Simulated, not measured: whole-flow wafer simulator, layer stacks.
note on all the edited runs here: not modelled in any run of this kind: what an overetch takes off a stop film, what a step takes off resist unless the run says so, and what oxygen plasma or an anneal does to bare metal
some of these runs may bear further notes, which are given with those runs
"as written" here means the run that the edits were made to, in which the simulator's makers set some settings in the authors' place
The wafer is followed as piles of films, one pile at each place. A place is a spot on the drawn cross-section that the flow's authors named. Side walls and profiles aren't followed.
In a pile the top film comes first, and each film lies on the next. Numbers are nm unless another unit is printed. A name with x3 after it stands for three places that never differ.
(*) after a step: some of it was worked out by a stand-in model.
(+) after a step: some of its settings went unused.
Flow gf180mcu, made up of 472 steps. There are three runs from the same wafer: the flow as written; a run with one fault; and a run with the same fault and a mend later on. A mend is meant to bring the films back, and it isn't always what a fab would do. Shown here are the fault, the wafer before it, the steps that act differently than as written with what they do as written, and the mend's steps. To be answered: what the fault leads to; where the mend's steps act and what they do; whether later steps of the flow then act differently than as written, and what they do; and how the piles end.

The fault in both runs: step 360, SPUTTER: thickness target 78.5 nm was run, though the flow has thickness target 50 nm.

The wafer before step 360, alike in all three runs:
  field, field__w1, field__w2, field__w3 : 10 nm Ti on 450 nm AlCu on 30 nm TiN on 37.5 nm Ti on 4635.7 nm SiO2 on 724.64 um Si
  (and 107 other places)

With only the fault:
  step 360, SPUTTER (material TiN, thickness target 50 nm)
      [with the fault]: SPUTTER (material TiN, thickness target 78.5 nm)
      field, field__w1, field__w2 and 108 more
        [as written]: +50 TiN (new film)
        [with the fault]: +78.5 TiN (new film)
  Later steps of the flow acting differently than as written (3 other steps are not shown; they differ only slightly, by no more than 2% or 0.5 nm, whichever is larger):
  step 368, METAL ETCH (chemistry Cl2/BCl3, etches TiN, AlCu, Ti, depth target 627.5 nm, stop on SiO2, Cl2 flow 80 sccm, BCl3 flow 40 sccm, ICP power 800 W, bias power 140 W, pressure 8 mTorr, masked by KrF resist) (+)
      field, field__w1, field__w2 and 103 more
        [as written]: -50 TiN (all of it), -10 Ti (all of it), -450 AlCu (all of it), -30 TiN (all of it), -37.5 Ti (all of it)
        [with the fault]: -78.5 TiN (all of it), -10 Ti (all of it), -450 AlCu (all of it), -30 TiN (all of it), -37.5 Ti (all of it)
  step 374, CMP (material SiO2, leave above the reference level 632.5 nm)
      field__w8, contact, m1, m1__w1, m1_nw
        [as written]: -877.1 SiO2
        [with the fault]: -905.6 SiO2
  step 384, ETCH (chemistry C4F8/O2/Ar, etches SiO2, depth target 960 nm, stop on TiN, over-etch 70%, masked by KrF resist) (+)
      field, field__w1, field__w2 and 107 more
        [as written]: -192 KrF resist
        [with the fault]: -184.9 KrF resist
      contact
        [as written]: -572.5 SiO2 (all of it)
        [with the fault]: -544 SiO2 (all of it)
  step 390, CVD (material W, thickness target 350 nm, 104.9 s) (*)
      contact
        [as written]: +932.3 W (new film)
        [with the fault]: +903.5 W (new film)
  By the end, the piles at field__w8, contact, m1, m1__w1, m1_nw depart from the flow's by more than 2% or 0.5 nm, whichever is larger.
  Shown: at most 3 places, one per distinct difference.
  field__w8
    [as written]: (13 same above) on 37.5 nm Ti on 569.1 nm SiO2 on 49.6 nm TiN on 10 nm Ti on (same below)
    [with the fault]: (13 same above) on 37.5 nm Ti on 540.6 nm SiO2 on 78.1 nm TiN on 10 nm Ti on (same below)
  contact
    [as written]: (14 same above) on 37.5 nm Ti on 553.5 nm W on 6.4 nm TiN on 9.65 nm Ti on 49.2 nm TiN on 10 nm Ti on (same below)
    [with the fault]: (14 same above) on 37.5 nm Ti on 524.7 nm W on 6.51 nm TiN on 9.81 nm Ti on 77.7 nm TiN on 10 nm Ti on (same below)

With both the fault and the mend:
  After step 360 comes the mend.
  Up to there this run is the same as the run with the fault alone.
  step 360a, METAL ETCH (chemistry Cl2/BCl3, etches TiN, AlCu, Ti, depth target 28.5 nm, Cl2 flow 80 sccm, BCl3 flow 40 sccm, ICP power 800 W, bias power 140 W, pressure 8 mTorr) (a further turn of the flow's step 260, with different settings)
      field, field__w1, field__w2 and 108 more
        -28.5 TiN
  Later steps of the flow that are run all act as written at every place that is followed.
  At every place that both follow, the piles at the end match the flow's.
